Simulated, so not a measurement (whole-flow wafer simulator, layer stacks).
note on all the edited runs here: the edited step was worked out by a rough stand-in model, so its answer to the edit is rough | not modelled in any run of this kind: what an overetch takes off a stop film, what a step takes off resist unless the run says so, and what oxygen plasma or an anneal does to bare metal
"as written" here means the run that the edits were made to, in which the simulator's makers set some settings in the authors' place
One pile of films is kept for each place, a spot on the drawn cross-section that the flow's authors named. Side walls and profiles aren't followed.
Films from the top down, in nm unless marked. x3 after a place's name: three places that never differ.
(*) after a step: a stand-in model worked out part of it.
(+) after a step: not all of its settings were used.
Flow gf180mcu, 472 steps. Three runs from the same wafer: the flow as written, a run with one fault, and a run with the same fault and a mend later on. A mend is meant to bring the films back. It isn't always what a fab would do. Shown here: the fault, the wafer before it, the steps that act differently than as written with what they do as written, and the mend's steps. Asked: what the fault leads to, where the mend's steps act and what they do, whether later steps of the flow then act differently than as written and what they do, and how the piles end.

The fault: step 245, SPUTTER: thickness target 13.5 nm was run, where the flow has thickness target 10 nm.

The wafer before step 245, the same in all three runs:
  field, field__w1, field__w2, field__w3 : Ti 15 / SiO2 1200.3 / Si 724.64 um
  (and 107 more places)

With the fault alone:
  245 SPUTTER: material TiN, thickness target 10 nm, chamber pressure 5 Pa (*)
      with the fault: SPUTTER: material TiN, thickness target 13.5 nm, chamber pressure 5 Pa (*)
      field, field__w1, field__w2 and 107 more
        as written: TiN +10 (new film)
        with the fault: TiN +13.5 (new film)
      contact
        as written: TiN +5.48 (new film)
        with the fault: TiN +7.39 (new film)
  Later steps of the flow that act differently than as written (1 more step differs only slightly, by at most 2% or 0.5 nm, whichever is larger, and isn't shown):
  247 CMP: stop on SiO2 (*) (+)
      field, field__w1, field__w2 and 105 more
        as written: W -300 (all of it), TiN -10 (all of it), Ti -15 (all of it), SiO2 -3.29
        with the fault: W -300 (all of it), TiN -13.5 (all of it), Ti -15 (all of it), SiO2 -3.33
  At the end the piles differ from the flow's by more than 2% or 0.5 nm, whichever is larger, at contact, polyc_n, polyc_p.
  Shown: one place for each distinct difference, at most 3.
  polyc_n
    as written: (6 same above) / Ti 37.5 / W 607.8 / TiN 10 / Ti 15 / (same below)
    with the fault: (6 same above) / Ti 37.5 / W 604.2 / TiN 13.5 / Ti 15 / (same below)
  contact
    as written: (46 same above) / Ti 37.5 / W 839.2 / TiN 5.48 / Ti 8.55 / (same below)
    with the fault: (46 same above) / Ti 37.5 / W 837.3 / TiN 7.39 / Ti 8.55 / (same below)

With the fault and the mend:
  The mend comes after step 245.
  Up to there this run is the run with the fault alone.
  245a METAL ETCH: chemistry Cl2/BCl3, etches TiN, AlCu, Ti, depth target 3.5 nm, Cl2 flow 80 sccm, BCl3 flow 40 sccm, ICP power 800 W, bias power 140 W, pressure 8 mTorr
      field, field__w1, field__w2 and 108 more
        TiN -3.5
  No later step of the flow acts differently than as written, at any place that is followed, by more than 2% or 0.5 nm, whichever is larger.
  At the end the piles differ from the flow's by more than 2% or 0.5 nm, whichever is larger, at contact.
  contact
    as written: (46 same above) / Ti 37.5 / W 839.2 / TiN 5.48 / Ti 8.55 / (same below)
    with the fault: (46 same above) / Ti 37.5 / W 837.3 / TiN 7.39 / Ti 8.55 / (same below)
    with the mend: (46 same above) / Ti 37.5 / W 840.8 / TiN 3.89 / Ti 8.55 / (same below)
